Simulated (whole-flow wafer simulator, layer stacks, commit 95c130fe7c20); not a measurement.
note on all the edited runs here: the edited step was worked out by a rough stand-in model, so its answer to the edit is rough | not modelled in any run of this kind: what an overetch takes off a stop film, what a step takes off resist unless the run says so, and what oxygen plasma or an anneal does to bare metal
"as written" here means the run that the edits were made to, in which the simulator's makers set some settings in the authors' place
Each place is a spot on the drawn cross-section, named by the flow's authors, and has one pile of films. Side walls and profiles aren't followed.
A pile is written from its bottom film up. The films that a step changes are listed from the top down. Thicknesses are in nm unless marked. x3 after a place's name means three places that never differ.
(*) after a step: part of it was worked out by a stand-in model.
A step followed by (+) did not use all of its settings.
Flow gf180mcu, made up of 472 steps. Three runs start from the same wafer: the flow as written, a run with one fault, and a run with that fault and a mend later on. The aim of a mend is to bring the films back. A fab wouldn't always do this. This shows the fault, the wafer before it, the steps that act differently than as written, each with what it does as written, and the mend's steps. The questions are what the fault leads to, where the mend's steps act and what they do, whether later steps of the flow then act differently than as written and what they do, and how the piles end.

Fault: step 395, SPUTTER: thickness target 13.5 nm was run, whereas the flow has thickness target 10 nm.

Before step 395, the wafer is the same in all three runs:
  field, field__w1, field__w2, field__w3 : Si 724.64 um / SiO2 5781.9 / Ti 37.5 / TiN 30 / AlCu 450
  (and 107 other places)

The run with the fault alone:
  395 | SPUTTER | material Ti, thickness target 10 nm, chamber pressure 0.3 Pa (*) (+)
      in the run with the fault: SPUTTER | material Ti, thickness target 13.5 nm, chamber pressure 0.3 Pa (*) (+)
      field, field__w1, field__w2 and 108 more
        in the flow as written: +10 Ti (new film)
        in the run with the fault: +13.5 Ti (new film)
  Later steps of the flow acting differently than as written (not shown: 2 more steps that differ only slightly, by at most 2% or 0.5 nm, whichever is larger):
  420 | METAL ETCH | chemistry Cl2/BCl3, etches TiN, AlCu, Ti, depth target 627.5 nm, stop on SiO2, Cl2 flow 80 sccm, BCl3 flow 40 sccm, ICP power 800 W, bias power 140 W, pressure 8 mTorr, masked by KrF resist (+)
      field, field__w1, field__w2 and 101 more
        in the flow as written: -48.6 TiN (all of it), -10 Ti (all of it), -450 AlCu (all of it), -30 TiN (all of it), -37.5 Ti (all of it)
        in the run with the fault: -48.6 TiN (all of it), -13.5 Ti (all of it), -450 AlCu (all of it), -30 TiN (all of it), -37.5 Ti (all of it)
  By the end, the piles at field__w4, field__w8, contact, m1, m1__w1, mim, mim_1p0, m1_nw depart from the flow's by more than 2% or 0.5 nm, whichever is larger.
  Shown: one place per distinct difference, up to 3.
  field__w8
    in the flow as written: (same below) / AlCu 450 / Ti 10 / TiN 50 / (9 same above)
    in the run with the fault: (same below) / AlCu 450 / Ti 13.5 / TiN 50 / (9 same above)
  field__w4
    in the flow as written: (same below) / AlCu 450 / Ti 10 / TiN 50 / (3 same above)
    in the run with the fault: (same below) / AlCu 450 / Ti 13.5 / TiN 50 / (3 same above)
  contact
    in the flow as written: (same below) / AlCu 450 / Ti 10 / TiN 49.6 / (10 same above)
    in the run with the fault: (same below) / AlCu 450 / Ti 13.5 / TiN 49.6 / (10 same above)

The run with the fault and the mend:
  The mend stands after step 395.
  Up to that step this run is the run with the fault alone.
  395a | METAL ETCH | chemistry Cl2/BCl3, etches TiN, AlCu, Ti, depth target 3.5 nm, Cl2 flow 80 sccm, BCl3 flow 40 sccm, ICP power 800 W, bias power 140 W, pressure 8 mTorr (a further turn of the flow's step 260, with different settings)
      field, field__w1, field__w2 and 108 more
        -3.5 Ti
  Every later step of the flow that is run acts as written at every place that is followed.
  By the end, the piles equal the flow's at every place that both follow.
